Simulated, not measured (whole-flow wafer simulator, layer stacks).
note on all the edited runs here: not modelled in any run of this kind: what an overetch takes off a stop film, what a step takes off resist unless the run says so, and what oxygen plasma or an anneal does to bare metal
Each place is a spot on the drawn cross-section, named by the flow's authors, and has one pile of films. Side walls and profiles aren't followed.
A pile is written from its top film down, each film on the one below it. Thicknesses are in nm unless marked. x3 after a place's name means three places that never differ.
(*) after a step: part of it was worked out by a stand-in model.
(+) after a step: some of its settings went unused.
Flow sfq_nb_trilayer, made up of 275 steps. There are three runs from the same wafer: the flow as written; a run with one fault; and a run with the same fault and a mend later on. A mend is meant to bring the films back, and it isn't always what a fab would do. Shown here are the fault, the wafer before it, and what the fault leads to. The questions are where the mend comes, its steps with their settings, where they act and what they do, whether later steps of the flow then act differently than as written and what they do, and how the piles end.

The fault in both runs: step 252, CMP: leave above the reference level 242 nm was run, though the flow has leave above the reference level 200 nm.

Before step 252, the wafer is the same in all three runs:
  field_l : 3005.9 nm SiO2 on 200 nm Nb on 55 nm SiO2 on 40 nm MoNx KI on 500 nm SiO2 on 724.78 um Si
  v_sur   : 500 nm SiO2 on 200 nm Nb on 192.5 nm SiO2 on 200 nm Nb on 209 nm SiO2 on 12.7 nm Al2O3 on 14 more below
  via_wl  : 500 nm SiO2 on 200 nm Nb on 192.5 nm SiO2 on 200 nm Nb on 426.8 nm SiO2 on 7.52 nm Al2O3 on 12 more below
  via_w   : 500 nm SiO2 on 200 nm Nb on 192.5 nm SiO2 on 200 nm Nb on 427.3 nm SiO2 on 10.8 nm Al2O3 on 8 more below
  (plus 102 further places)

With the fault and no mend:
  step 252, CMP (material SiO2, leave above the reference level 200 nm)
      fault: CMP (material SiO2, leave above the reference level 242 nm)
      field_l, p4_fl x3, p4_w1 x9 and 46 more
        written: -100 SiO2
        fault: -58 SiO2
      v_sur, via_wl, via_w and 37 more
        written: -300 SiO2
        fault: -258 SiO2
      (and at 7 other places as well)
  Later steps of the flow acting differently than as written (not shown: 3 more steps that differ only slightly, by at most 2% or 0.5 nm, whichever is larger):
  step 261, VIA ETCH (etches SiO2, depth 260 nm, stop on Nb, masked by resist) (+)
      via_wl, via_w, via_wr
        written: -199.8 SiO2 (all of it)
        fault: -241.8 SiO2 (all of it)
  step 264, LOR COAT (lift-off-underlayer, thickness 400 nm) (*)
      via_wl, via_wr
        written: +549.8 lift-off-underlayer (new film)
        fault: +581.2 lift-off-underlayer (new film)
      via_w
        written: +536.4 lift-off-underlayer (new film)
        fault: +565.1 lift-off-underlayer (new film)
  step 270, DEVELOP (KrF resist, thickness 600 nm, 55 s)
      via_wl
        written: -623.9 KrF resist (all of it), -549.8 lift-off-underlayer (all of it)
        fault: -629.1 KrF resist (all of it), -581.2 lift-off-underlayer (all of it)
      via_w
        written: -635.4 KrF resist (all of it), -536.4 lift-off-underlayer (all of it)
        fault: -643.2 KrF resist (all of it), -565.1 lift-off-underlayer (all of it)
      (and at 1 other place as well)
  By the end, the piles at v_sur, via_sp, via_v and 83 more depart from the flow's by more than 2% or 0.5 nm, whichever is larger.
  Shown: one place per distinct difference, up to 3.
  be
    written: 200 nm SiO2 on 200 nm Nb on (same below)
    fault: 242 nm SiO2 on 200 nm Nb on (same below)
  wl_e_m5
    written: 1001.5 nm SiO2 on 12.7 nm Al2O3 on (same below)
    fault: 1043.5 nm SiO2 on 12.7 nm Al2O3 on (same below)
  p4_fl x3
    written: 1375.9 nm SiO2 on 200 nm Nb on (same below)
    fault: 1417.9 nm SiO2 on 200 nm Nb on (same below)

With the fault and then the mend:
  The mend follows step 259.
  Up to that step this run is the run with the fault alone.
  step 259a, STRIP (over-ash 65%, gas O2, power 200 W) (*)
      field_l, v_sur, via_sp and 100 more
        -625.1 KrF resist (all of it), -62 anti-reflective coat (all of it)
      via_wl, via_w, via_wr
        -62 anti-reflective coat (all of it)
  step 259b, CMP (material SiO2, leave above the reference level 200 nm) (a further turn of the flow's step 252)
      field_l, v_sur, via_wl and 103 more
        -42 SiO2
  step 259c, COAT (anti-reflective coat, thickness 62 nm) (a further turn of the flow's step 254)
      field_l, v_sur, via_wl and 103 more
        +62 anti-reflective coat (new film)
  step 259d, COAT (KrF resist, thickness 650 nm) (a further turn of the flow's step 255)
      field_l, v_sur, via_wl and 103 more
        +650 KrF resist (new film)
  step 259e, SOFTBAKE (KrF resist) (a further turn of the flow's step 256)
      leaves every film unchanged at each place that is followed
  step 259f, EXPOSE (photomask I7, dose 11.93 mJ/cm2, NA 0.6, wavelength 248 nm) (*) (a further turn of the flow's step 257)
      leaves every film unchanged at each place that is followed
  step 259g, PEB (KrF resist, 90 s) (a further turn of the flow's step 258)
      field_l, v_sur, via_wl and 103 more
        -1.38 KrF resist
  step 259h, DEVELOP (KrF resist, thickness 650 nm, 60 s) (a further turn of the flow's step 259)
      field_l, v_sur, via_sp and 100 more
        -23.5 KrF resist
      via_wl, via_w, via_wr
        -648.6 KrF resist (all of it)
  Later steps of the flow that are run all act as written at every place that is followed.
  At every place that both follow, the piles at the end match the flow's.
